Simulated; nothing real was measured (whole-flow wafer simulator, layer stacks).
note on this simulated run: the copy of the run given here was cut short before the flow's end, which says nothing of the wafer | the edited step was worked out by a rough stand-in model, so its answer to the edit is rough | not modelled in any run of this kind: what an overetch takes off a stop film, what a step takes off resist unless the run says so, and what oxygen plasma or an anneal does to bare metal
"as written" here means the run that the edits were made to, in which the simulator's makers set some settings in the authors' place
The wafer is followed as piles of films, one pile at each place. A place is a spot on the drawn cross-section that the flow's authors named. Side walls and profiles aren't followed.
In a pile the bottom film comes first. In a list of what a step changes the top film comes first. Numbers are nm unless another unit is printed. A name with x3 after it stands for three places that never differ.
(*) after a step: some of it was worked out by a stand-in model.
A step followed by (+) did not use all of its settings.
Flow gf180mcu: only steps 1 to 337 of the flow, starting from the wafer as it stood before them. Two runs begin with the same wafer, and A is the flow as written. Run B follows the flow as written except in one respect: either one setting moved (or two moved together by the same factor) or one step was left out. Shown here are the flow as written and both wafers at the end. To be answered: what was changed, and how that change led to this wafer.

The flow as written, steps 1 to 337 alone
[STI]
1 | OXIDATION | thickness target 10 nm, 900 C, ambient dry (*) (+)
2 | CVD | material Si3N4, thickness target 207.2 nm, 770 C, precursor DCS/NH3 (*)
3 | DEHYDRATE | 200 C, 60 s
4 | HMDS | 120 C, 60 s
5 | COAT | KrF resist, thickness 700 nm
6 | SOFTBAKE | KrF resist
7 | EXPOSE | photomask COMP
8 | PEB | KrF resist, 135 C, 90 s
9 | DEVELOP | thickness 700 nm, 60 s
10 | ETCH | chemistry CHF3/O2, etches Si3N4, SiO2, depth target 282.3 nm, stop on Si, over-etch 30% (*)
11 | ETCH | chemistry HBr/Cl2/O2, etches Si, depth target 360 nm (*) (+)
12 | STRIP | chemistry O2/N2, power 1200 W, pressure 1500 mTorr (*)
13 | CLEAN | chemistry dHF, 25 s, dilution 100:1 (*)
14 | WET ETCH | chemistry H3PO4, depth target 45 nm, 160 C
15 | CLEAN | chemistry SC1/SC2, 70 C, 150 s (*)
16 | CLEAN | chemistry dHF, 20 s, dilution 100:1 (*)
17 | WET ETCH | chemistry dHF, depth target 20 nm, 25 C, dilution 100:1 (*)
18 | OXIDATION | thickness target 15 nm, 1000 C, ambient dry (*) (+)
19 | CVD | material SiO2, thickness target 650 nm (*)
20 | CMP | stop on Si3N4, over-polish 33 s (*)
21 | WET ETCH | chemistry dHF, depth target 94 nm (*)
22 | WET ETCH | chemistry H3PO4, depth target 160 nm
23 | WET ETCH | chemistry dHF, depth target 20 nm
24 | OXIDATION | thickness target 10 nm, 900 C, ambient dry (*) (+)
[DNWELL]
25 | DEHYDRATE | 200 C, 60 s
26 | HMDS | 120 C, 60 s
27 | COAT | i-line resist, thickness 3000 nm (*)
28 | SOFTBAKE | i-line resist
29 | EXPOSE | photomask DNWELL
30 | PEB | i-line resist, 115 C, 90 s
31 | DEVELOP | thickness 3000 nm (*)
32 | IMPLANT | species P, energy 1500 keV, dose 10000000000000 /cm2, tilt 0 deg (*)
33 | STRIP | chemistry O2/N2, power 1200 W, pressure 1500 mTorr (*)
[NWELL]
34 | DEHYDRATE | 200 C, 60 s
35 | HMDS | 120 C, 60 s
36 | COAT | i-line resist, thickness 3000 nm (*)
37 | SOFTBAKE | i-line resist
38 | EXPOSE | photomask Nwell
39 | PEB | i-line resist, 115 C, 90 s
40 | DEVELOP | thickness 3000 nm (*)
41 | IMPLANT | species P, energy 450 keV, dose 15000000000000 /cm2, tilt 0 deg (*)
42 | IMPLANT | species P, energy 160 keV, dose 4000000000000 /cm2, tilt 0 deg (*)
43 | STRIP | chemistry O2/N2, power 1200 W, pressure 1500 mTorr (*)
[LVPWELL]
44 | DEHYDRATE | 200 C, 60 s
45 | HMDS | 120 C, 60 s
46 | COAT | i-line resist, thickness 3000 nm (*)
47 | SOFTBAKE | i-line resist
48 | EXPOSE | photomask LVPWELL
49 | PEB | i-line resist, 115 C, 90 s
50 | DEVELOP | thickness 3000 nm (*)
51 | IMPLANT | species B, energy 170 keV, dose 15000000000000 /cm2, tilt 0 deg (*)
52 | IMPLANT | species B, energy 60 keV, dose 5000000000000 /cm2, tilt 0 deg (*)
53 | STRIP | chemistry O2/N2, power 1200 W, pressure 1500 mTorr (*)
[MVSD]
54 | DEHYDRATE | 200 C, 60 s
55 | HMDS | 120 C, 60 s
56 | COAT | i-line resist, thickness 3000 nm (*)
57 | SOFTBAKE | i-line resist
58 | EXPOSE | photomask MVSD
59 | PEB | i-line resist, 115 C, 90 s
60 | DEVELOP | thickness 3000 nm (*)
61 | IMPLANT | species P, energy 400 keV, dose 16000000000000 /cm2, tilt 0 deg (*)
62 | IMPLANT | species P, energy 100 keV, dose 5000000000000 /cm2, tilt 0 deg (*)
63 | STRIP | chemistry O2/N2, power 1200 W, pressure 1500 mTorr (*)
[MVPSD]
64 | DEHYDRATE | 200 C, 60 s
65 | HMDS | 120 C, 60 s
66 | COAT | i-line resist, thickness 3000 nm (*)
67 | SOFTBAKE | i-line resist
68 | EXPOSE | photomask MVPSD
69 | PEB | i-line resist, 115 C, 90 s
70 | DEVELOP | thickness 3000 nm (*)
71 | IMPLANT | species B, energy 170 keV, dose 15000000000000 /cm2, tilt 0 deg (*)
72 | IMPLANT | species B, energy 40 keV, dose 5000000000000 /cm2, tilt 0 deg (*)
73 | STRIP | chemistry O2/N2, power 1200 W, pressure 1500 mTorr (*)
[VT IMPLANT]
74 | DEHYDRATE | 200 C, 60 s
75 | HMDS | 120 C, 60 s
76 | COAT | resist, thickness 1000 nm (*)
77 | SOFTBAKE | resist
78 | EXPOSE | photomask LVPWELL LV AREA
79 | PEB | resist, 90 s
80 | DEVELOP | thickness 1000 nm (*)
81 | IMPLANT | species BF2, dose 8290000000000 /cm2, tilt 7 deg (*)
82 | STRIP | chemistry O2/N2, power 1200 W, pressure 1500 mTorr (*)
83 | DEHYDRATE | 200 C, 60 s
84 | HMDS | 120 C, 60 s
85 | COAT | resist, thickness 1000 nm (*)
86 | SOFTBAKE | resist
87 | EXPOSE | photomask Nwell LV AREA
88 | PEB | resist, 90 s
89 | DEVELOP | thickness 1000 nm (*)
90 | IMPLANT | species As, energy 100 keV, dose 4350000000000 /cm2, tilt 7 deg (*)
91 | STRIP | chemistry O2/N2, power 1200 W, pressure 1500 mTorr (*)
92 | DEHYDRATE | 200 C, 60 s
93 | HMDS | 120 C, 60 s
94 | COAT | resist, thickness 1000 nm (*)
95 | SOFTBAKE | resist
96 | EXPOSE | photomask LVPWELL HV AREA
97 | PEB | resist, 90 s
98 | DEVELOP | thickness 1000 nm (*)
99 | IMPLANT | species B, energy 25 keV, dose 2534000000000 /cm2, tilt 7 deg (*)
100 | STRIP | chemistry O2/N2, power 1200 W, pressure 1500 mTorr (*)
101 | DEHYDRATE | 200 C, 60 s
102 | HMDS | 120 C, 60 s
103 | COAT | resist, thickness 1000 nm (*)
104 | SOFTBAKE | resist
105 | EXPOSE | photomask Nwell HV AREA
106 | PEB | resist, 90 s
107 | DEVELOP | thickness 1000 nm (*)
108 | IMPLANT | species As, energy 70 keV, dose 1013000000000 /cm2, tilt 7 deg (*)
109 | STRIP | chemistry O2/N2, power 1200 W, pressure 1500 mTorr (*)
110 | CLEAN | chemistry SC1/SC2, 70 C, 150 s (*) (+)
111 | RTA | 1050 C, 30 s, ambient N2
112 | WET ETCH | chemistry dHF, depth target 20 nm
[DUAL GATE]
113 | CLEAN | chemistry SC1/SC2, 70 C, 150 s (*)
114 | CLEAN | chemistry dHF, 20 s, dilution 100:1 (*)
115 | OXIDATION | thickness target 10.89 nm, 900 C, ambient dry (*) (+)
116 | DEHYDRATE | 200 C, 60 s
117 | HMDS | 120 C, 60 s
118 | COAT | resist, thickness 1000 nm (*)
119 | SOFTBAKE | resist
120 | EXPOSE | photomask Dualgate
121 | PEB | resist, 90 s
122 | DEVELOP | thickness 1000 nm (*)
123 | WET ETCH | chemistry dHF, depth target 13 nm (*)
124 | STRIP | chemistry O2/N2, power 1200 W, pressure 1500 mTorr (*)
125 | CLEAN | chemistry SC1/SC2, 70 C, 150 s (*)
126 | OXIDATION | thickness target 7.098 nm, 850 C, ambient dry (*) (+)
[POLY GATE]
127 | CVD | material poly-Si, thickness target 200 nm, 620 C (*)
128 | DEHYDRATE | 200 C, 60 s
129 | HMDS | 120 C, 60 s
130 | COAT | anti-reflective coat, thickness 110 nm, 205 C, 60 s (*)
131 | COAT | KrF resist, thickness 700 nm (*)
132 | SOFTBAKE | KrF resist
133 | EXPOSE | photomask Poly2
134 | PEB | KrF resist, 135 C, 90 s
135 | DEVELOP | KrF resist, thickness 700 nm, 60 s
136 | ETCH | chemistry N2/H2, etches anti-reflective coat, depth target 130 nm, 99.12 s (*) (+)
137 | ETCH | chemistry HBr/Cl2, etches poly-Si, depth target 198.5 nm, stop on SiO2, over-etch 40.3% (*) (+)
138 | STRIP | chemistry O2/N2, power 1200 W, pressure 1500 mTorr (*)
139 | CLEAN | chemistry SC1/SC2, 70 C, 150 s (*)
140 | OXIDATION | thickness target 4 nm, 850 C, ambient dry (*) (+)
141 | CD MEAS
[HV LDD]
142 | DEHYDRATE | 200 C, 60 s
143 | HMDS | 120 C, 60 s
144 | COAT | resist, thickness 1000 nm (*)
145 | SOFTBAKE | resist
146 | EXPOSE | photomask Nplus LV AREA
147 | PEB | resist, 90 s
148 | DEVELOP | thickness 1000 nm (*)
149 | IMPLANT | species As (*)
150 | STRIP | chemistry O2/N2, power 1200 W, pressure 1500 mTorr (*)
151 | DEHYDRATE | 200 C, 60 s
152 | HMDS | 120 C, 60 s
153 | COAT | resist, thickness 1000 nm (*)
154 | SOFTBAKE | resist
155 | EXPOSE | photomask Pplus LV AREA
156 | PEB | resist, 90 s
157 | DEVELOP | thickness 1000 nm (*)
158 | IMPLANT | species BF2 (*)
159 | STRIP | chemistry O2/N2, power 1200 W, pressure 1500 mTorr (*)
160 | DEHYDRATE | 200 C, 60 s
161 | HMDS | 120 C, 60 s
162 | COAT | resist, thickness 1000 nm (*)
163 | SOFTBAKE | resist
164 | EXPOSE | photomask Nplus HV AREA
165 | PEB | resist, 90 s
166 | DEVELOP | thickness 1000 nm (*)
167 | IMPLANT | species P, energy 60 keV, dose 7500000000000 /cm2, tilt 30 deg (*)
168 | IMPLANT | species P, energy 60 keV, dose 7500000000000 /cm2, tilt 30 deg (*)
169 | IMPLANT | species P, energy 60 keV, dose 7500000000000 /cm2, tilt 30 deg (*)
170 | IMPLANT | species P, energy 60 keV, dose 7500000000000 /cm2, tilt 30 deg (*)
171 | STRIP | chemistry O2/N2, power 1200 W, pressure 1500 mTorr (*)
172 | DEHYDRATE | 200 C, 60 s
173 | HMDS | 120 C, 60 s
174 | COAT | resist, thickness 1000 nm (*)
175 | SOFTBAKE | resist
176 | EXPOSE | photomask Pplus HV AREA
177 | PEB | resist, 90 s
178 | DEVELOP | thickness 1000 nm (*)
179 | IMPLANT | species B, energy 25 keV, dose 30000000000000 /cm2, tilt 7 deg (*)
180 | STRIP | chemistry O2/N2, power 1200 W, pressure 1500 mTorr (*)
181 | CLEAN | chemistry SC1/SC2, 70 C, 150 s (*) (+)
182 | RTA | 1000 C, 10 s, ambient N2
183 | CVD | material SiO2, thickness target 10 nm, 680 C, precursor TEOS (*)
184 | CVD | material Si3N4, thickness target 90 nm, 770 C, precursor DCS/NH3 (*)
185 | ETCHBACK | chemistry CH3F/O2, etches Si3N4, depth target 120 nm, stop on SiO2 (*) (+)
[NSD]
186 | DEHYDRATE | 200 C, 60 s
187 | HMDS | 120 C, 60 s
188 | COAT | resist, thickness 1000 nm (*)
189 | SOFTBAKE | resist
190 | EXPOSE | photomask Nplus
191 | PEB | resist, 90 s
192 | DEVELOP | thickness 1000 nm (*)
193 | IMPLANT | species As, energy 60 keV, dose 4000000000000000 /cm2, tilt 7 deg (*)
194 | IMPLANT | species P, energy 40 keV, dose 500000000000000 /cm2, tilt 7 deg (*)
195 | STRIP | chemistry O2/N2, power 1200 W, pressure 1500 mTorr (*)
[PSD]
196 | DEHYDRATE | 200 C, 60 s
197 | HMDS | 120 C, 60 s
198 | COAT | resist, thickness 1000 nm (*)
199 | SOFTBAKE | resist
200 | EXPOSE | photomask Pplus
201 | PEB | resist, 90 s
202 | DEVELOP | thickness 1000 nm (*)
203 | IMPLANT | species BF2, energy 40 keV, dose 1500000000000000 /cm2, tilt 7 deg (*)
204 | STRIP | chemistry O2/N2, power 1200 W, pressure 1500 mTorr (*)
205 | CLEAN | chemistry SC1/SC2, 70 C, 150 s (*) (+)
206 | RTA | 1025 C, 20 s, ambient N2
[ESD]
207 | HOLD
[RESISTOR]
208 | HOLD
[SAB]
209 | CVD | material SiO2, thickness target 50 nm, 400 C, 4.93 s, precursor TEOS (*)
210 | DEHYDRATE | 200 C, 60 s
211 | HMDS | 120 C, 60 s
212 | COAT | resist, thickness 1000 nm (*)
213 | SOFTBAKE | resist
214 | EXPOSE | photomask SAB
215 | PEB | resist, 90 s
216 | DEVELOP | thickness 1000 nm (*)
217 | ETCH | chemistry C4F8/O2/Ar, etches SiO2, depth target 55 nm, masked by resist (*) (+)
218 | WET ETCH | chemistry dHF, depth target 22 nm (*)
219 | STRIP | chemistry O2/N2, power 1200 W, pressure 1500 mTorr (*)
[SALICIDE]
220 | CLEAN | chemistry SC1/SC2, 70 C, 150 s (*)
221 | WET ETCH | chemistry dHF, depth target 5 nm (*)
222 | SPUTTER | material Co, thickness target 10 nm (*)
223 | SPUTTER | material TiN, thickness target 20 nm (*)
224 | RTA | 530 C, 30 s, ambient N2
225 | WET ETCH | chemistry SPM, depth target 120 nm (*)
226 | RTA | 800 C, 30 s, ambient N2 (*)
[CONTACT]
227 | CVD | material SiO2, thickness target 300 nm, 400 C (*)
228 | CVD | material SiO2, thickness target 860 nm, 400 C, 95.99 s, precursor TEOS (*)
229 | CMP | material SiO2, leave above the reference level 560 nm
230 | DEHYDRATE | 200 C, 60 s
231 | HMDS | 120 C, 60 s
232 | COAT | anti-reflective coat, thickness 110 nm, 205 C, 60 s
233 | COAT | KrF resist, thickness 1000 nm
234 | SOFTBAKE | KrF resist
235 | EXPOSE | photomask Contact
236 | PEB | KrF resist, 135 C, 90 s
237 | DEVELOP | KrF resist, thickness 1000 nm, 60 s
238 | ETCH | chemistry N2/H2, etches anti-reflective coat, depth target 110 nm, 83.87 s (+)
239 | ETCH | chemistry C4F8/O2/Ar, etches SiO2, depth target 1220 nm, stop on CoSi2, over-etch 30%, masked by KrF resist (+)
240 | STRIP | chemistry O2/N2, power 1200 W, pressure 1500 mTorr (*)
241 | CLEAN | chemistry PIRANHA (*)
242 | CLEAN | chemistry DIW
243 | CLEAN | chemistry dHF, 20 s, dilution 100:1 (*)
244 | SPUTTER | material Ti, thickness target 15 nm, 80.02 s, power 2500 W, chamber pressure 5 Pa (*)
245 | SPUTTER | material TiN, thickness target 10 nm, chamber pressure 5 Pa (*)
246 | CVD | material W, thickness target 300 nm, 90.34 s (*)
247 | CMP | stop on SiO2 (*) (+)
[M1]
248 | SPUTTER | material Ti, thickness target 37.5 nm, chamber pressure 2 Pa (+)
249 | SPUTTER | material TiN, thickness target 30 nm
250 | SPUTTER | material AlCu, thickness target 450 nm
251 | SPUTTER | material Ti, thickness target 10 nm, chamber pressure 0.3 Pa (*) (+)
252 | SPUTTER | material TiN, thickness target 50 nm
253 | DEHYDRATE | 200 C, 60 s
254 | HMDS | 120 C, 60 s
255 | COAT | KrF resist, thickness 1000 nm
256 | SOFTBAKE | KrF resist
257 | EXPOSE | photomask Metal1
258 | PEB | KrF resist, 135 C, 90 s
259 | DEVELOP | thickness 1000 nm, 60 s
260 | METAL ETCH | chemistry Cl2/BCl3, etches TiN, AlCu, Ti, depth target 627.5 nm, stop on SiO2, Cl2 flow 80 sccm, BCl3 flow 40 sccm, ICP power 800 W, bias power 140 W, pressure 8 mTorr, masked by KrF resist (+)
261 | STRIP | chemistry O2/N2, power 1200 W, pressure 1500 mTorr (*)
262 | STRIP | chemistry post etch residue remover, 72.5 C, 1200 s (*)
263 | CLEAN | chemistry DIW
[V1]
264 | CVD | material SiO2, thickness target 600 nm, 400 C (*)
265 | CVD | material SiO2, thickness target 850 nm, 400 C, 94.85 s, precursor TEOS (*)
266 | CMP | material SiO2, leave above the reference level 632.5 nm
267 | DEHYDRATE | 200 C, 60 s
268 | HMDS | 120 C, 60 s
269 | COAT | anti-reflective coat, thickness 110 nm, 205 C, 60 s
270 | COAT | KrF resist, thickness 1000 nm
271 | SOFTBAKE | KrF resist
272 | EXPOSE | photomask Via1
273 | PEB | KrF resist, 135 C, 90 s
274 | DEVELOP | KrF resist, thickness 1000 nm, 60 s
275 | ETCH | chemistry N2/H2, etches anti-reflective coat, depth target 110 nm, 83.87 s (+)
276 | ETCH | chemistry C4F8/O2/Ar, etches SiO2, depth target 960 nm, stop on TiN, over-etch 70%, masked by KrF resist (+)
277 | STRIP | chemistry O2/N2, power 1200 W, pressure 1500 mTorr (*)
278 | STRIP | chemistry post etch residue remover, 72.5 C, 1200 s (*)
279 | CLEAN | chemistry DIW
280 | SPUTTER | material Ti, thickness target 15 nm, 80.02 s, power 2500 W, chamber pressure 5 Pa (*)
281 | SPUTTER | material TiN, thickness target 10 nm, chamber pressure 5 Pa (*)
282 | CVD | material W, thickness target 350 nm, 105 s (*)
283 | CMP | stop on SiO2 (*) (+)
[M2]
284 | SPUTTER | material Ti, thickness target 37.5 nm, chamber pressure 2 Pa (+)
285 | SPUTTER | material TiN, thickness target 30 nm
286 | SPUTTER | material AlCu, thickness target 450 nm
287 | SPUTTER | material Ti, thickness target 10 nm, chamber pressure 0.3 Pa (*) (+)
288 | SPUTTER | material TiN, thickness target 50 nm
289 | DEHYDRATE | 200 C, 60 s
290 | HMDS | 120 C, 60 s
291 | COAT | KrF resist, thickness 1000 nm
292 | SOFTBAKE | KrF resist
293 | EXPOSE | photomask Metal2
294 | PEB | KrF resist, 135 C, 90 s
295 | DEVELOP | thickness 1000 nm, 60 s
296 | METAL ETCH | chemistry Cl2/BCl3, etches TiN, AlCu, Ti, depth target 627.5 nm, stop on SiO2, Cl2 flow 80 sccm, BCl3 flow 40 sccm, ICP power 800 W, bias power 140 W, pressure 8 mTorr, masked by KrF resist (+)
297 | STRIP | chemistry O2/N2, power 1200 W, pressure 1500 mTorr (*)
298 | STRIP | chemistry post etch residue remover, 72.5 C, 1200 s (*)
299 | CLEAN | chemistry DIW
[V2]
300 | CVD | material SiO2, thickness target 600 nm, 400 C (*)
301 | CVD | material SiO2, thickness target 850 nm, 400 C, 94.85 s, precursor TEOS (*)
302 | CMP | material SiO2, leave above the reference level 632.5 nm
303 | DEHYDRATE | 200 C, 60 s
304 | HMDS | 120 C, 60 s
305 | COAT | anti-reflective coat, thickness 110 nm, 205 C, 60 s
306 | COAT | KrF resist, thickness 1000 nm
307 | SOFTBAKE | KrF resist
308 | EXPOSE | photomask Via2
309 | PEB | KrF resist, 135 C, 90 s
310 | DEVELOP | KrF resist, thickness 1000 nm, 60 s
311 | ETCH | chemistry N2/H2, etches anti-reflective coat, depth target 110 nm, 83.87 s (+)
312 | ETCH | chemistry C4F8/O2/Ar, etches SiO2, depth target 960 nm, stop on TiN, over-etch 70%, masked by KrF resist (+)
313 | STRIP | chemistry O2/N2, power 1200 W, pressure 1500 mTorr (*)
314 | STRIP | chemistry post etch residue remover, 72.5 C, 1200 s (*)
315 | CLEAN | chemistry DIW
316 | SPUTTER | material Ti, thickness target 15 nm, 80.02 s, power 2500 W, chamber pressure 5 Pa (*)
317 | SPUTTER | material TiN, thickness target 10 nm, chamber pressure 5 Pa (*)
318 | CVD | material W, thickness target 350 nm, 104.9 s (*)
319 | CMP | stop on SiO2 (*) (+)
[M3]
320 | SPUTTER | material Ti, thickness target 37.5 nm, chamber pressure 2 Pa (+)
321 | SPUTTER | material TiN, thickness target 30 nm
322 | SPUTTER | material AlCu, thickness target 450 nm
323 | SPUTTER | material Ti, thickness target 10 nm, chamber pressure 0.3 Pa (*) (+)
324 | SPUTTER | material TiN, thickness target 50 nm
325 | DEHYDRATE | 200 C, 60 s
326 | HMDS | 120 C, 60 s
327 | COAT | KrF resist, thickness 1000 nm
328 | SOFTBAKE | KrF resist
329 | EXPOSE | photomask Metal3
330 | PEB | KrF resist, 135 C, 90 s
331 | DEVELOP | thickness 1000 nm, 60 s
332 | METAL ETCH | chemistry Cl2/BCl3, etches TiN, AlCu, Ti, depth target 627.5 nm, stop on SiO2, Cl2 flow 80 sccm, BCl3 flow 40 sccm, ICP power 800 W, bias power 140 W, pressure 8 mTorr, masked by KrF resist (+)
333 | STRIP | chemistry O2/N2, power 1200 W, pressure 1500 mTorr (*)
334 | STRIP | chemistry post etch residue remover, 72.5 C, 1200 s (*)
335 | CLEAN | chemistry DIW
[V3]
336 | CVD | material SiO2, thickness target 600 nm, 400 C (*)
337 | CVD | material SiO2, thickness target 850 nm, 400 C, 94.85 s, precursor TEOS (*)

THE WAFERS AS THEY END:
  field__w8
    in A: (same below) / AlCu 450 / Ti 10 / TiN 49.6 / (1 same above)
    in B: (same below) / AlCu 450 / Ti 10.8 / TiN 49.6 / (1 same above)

Cause: step 323, SPUTTER: thickness target 10.8 nm was run, while the flow as written has thickness target 10 nm.
One can read it off the wafer: field__w8 has Ti 10.8, and step 323 as written asks for 10 nm.

How this came from the change, step by step:
  323 | SPUTTER | material Ti, thickness target 10 nm, chamber pressure 0.3 Pa (*) (+)
      field, field__w1, field__w2 and 108 more: A Ti gains 10 (new film) | B Ti gains 10.8 (new film)
  332 | METAL ETCH | chemistry Cl2/BCl3, etches TiN, AlCu, Ti, depth target 627.5 nm, stop on SiO2, Cl2 flow 80 sccm, BCl3 flow 40 sccm, ICP power 800 W, bias power 140 W, pressure 8 mTorr, masked by KrF resist (+)
      field, field__w1, field__w2 and 103 more: A TiN loses 50 (all of it), Ti loses 10 (all of it), AlCu loses 450 (all of it), TiN loses 30 (all of it), Ti loses 37.5 (all of it) | B TiN loses 50 (all of it), Ti loses 10.8 (all of it), AlCu loses 450 (all of it), TiN loses 30 (all of it), Ti loses 37.5 (all of it)
